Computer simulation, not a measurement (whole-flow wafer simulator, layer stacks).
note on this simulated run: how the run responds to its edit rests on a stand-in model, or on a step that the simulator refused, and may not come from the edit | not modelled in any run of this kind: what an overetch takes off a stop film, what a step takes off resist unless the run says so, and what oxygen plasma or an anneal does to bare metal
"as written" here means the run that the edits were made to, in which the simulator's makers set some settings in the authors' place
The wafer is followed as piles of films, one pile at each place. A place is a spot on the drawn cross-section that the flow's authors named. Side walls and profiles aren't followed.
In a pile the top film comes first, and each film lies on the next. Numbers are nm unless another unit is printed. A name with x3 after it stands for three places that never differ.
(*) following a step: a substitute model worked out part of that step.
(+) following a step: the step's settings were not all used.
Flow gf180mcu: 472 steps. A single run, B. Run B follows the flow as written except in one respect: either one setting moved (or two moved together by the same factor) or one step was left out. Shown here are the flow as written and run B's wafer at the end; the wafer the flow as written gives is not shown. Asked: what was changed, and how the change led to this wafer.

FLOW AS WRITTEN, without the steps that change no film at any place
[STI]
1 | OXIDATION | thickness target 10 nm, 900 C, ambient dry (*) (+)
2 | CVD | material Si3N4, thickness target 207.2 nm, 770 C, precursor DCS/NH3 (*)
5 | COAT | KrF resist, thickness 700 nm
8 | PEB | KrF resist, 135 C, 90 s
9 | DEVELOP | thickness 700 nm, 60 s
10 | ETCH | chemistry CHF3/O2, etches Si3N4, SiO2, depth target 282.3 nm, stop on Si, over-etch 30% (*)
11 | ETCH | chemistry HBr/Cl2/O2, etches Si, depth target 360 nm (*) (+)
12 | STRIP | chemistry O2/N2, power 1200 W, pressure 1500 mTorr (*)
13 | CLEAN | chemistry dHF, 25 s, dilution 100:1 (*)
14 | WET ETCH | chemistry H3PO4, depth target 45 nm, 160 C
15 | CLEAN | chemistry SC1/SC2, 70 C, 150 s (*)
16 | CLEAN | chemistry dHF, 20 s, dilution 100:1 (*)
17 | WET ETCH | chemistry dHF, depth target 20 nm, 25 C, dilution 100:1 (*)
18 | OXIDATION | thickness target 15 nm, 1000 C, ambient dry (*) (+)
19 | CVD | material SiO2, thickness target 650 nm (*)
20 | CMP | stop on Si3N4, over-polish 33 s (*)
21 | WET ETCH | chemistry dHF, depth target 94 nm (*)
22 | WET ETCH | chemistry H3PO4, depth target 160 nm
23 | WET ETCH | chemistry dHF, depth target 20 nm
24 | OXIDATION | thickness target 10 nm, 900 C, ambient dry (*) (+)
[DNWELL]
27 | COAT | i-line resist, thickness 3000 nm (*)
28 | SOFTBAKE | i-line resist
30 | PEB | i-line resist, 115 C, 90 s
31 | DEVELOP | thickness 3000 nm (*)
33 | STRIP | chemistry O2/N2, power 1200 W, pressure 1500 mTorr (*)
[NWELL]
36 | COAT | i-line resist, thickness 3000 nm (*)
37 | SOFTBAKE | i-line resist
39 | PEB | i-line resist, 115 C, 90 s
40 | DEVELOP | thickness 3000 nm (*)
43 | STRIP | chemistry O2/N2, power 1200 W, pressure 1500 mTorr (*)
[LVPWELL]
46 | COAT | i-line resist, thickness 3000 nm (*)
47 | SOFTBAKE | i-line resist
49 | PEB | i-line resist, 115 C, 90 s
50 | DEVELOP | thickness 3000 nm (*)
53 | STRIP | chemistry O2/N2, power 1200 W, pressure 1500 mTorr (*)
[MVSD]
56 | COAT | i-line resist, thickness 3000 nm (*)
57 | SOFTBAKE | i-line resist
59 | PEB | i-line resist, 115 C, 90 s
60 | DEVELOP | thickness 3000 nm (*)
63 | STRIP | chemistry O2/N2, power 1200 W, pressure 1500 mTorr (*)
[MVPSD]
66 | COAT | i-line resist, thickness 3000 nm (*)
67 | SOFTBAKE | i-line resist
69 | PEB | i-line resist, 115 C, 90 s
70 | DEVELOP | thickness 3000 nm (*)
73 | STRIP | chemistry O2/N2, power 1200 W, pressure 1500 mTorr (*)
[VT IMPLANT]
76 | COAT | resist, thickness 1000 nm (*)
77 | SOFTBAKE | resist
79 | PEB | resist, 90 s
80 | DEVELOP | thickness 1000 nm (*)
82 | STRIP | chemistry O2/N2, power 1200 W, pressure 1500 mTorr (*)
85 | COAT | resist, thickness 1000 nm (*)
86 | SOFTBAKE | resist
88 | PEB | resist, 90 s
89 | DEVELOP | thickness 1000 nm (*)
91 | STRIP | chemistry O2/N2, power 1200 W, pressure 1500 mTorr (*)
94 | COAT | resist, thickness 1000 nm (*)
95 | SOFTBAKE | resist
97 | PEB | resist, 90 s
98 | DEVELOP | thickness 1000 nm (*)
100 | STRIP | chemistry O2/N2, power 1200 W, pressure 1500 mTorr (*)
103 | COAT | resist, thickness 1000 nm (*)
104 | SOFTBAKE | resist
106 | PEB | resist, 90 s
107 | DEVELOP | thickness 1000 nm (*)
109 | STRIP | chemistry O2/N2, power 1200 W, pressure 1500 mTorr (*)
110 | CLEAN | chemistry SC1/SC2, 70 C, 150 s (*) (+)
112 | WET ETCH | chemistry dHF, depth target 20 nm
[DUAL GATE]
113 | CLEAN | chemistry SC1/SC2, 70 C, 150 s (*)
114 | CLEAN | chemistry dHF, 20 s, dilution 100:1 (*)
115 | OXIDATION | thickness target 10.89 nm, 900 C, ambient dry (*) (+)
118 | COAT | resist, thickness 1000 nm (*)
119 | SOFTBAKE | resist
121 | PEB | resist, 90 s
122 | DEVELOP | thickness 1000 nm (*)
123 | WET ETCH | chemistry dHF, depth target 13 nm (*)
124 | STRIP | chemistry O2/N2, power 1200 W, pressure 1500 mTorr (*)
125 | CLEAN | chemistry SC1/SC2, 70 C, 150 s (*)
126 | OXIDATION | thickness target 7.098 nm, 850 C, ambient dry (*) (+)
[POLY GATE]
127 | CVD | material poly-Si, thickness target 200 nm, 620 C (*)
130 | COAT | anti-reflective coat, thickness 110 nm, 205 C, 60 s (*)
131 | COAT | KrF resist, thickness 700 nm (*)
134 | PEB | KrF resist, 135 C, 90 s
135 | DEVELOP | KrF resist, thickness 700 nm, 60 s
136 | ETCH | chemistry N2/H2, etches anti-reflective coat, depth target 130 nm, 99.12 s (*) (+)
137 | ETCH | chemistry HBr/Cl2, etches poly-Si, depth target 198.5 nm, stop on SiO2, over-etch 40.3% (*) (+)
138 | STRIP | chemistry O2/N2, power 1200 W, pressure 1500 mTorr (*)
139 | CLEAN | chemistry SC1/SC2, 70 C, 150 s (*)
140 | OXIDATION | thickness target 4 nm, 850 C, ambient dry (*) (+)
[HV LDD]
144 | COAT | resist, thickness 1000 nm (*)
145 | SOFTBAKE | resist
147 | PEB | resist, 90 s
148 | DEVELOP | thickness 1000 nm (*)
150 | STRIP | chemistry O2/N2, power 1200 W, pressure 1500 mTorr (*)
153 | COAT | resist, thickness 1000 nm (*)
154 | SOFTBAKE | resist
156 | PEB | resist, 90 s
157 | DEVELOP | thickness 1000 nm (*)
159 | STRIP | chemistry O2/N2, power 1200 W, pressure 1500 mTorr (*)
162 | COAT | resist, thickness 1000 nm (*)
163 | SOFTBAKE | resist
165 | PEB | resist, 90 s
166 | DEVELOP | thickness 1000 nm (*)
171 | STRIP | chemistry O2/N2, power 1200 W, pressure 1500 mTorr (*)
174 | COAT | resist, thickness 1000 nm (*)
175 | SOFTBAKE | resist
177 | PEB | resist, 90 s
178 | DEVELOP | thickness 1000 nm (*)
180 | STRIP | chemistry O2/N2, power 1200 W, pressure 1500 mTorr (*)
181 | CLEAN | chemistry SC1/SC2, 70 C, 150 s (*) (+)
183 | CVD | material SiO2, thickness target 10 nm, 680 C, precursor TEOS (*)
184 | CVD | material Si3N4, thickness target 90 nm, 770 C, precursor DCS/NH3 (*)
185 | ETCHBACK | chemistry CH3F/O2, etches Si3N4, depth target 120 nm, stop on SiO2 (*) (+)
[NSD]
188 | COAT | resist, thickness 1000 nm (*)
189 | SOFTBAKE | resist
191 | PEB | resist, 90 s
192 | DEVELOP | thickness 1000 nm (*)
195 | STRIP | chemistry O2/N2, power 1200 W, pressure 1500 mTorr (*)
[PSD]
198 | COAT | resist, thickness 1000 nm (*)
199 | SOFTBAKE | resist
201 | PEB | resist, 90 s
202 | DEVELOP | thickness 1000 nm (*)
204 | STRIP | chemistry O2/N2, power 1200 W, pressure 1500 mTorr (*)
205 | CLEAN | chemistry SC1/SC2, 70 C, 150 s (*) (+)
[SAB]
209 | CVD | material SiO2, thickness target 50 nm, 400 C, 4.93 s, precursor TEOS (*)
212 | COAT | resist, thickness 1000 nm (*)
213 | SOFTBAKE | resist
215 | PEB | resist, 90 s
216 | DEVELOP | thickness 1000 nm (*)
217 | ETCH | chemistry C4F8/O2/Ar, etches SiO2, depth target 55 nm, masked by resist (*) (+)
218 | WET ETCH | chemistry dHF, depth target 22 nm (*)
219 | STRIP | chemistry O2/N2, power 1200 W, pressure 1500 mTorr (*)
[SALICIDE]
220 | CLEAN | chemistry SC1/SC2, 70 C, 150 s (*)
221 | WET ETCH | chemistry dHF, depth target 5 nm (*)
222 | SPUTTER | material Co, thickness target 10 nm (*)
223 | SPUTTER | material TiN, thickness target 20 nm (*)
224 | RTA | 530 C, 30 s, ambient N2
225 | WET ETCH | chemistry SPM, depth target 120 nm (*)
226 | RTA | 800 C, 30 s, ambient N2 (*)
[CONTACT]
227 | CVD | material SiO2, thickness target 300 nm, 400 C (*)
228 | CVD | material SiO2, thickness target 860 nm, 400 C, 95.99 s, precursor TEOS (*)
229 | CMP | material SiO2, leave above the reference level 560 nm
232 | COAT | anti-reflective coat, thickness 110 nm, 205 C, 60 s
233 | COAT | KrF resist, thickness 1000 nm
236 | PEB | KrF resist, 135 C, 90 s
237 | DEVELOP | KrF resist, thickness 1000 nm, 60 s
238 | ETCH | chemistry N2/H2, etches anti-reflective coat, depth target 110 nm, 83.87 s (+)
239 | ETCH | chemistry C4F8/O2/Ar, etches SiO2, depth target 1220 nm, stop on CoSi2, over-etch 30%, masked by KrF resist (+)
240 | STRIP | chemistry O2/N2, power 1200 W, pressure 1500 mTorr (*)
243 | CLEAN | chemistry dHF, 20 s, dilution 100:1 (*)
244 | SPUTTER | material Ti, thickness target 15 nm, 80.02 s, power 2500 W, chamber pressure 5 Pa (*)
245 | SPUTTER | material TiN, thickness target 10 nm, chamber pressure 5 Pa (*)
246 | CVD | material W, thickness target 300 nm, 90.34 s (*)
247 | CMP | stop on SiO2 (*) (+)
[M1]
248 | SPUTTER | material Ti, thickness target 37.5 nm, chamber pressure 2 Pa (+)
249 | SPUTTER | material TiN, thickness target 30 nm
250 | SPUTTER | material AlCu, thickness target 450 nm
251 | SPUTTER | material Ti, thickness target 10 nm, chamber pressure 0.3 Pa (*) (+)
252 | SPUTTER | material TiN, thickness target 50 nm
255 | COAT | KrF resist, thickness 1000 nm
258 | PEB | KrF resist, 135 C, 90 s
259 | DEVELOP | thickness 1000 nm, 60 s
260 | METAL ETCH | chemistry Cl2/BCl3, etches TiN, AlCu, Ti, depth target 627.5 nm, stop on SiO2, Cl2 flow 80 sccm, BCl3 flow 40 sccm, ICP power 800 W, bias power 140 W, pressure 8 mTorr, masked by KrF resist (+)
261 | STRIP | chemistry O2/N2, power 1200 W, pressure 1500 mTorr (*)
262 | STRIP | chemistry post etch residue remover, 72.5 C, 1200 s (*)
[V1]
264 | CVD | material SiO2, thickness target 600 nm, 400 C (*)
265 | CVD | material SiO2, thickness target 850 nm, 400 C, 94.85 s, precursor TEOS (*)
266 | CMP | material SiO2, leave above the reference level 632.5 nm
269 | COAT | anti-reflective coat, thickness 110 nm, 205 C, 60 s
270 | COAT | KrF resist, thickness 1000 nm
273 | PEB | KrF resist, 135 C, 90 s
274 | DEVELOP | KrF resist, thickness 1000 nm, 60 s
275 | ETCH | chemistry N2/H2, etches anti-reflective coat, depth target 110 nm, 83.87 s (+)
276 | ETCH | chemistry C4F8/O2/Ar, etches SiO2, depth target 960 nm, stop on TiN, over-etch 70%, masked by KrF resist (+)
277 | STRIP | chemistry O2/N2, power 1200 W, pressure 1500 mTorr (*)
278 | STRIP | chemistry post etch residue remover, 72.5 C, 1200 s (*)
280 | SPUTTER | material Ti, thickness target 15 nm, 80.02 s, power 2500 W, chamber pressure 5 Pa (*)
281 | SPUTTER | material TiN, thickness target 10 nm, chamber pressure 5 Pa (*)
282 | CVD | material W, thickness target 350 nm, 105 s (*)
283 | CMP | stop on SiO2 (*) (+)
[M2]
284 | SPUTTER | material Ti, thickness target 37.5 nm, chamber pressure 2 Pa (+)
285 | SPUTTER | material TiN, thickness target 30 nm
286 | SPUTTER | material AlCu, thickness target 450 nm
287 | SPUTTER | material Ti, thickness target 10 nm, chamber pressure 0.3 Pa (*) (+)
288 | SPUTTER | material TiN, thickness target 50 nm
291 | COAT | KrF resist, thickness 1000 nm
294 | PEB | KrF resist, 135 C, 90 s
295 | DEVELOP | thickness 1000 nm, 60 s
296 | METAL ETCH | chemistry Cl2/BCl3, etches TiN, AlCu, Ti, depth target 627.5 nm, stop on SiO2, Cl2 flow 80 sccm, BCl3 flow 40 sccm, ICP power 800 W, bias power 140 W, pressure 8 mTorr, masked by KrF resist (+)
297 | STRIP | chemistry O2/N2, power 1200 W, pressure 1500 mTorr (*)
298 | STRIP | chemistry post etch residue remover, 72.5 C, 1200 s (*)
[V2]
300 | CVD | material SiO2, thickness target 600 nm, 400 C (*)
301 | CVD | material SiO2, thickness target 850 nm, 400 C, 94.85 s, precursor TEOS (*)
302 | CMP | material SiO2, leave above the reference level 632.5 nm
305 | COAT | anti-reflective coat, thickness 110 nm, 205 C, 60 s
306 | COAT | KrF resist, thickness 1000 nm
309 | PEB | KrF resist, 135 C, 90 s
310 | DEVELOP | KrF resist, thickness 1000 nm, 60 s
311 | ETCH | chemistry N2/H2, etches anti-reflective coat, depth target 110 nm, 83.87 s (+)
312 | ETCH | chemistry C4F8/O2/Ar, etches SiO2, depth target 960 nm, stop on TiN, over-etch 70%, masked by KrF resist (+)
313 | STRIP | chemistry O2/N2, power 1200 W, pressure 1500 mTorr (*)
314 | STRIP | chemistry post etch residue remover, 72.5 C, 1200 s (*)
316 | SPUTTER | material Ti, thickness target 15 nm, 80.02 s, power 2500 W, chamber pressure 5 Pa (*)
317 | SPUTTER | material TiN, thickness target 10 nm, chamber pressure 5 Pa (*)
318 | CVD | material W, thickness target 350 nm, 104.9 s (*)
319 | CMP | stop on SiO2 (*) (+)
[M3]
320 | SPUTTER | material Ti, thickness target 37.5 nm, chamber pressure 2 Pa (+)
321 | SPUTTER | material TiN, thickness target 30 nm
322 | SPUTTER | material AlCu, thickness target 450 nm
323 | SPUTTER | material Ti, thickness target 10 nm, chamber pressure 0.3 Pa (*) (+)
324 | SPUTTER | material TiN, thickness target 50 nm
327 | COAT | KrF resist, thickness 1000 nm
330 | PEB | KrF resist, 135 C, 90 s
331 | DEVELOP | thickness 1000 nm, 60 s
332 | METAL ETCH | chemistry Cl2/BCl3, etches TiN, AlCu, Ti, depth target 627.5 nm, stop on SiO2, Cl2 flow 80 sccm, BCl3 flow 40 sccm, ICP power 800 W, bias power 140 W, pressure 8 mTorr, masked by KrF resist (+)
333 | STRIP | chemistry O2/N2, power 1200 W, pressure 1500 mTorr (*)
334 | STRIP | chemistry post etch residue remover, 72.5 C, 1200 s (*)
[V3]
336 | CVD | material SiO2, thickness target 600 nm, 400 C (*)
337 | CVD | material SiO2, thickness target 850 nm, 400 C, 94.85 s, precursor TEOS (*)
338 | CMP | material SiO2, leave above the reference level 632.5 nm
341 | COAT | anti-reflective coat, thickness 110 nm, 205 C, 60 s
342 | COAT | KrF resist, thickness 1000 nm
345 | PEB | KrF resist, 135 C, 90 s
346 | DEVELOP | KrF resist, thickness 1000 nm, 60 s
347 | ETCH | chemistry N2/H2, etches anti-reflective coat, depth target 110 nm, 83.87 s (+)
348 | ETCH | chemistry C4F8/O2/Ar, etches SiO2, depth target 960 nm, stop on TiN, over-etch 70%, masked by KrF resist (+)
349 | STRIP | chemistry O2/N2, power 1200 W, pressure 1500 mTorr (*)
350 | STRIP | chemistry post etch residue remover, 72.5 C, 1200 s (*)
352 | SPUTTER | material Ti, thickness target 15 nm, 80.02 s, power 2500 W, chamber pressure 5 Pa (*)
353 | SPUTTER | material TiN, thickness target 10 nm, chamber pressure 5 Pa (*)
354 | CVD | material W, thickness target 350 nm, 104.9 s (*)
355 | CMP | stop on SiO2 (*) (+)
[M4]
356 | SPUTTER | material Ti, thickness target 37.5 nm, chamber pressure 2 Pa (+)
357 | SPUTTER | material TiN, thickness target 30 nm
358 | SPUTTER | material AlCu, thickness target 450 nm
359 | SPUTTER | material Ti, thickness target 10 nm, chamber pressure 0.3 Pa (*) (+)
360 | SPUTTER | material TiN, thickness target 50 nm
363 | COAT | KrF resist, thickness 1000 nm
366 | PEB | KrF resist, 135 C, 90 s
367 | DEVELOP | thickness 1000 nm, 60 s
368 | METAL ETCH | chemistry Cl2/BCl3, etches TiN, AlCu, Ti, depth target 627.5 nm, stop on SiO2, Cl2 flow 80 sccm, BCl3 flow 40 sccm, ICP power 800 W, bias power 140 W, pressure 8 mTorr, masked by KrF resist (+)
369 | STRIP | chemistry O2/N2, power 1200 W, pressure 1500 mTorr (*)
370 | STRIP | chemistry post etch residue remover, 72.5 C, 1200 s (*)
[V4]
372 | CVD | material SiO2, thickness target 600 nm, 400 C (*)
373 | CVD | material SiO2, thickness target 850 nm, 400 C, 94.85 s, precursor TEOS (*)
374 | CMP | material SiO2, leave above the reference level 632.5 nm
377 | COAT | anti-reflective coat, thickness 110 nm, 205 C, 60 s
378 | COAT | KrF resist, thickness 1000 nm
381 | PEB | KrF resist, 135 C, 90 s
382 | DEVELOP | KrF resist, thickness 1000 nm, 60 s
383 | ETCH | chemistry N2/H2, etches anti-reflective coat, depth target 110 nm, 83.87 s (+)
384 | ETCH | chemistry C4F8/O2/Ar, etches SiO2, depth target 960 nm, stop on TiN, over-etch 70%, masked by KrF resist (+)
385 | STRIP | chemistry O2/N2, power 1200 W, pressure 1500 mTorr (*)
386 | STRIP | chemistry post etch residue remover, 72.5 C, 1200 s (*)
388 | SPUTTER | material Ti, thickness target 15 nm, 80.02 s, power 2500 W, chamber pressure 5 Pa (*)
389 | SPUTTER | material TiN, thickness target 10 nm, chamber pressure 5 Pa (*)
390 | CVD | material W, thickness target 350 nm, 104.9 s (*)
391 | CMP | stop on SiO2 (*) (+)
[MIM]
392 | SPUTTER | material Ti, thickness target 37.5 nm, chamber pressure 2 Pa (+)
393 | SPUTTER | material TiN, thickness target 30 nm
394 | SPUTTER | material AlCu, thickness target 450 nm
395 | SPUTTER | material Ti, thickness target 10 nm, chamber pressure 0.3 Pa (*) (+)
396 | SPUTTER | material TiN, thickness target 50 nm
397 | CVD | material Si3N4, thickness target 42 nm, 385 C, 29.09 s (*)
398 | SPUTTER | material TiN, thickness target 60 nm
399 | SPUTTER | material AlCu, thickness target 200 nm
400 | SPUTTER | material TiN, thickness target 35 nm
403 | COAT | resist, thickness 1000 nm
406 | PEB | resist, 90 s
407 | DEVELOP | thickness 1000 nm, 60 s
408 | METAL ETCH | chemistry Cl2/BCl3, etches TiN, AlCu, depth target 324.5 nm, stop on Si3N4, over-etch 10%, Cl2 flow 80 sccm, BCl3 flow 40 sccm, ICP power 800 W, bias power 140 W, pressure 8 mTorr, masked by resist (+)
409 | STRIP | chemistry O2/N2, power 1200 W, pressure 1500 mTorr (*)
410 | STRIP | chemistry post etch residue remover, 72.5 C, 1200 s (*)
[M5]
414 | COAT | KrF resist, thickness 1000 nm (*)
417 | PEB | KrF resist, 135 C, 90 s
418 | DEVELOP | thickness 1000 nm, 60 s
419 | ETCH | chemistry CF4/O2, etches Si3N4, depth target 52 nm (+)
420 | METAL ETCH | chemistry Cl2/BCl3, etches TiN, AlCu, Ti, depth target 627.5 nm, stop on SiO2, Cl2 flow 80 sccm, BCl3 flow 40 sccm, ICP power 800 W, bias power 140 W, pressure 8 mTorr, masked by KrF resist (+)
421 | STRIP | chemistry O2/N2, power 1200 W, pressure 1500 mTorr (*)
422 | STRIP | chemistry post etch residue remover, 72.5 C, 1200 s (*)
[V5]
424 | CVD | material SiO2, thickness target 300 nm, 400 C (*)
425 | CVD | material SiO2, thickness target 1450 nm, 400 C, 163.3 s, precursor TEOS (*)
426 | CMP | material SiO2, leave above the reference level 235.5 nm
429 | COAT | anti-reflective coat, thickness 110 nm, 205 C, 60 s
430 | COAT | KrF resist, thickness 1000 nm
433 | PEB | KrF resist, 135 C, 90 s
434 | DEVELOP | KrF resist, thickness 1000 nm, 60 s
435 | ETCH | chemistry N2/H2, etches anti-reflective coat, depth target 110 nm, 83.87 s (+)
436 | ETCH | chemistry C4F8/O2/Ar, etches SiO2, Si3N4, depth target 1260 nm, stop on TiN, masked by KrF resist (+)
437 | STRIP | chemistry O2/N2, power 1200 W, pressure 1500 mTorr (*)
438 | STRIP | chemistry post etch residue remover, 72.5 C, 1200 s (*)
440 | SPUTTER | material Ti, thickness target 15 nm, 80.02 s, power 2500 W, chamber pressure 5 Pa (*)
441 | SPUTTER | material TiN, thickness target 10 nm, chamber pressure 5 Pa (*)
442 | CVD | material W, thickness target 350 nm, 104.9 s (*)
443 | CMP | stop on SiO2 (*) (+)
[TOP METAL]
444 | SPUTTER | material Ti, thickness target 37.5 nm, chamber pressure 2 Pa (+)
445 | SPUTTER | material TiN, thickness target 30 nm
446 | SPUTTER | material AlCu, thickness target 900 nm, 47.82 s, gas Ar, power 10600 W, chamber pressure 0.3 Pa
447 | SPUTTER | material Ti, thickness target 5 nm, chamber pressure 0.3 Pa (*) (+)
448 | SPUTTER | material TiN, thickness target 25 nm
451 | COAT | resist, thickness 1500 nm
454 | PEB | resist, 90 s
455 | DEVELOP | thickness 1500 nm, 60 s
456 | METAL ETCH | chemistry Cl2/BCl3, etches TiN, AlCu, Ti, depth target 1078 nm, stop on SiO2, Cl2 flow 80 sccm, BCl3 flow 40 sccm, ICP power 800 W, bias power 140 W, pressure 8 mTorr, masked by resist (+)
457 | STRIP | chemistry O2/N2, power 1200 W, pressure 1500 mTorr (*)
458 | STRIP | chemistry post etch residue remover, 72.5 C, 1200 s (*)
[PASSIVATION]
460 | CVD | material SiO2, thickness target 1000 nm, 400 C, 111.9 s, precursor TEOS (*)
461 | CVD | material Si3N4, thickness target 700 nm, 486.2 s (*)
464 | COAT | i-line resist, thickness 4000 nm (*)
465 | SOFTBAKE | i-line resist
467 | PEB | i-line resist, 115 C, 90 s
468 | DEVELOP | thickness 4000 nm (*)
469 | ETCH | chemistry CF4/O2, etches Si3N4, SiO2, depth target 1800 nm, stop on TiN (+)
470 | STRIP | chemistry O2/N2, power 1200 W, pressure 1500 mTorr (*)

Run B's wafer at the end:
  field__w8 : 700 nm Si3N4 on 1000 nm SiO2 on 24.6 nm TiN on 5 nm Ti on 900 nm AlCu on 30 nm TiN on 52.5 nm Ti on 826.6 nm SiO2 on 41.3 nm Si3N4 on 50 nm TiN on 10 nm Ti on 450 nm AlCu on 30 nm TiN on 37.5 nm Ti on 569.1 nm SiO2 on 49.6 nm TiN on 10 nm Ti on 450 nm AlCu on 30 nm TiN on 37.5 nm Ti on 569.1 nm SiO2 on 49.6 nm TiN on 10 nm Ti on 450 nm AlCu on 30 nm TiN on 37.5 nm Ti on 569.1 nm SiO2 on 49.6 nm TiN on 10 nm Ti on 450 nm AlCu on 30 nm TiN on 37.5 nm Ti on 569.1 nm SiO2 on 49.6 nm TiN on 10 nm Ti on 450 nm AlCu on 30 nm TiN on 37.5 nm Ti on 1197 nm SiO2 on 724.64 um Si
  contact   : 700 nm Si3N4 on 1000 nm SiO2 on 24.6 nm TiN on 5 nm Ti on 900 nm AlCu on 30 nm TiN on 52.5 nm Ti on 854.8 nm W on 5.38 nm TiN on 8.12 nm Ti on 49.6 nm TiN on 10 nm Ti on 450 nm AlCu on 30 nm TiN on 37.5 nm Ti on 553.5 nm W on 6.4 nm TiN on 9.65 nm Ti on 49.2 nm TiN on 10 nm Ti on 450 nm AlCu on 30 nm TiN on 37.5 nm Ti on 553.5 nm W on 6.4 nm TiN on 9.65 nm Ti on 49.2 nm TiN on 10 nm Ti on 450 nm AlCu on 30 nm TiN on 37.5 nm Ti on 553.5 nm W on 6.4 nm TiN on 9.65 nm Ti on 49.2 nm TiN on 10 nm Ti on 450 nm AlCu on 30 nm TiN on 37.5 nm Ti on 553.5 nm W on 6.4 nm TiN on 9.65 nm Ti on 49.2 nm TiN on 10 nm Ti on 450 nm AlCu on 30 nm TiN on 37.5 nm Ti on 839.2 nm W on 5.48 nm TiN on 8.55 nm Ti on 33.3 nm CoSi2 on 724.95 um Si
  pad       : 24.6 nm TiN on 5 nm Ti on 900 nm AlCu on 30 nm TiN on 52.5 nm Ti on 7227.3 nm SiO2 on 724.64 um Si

Cause: step 444, SPUTTER: thickness target 52.5 nm was run, whereas the flow has thickness target 37.5 nm.
The wafer lets one read it off: field__w8 has Ti 52.5, and step 444 as written asks for 37.5 nm.

Step by step, how the change led to this:
  444 | SPUTTER | material Ti, thickness target 37.5 nm, chamber pressure 2 Pa (+)
      field, field__w1, field__w2 and 109 more: Ti gains 52.5 (new film) (in the flow as written it would be: Ti gains 37.5 (new film))
  456 | METAL ETCH | chemistry Cl2/BCl3, etches TiN, AlCu, Ti, depth target 1078 nm, stop on SiO2, Cl2 flow 80 sccm, BCl3 flow 40 sccm, ICP power 800 W, bias power 140 W, pressure 8 mTorr, masked by resist (+)
      field, field__w1, field__w2 and 103 more: TiN loses 25 (all of it), Ti loses 5 (all of it), AlCu loses 900 (all of it), TiN loses 30 (all of it), Ti loses 52.5 (all of it) (in the flow as written it would be: TiN loses 25 (all of it), Ti loses 5 (all of it), AlCu loses 900 (all of it), TiN loses 30 (all of it), Ti loses 37.5 (all of it))
  465 | SOFTBAKE | i-line resist
      field__w5, field__w9: i-line resist gains 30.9 (in the flow as written it would be: i-line resist gains 37.3)
      field__w11, field__w13: i-line resist gains 32 (in the flow as written it would be: i-line resist gains 37.9)
      (and at 61 other places as well)
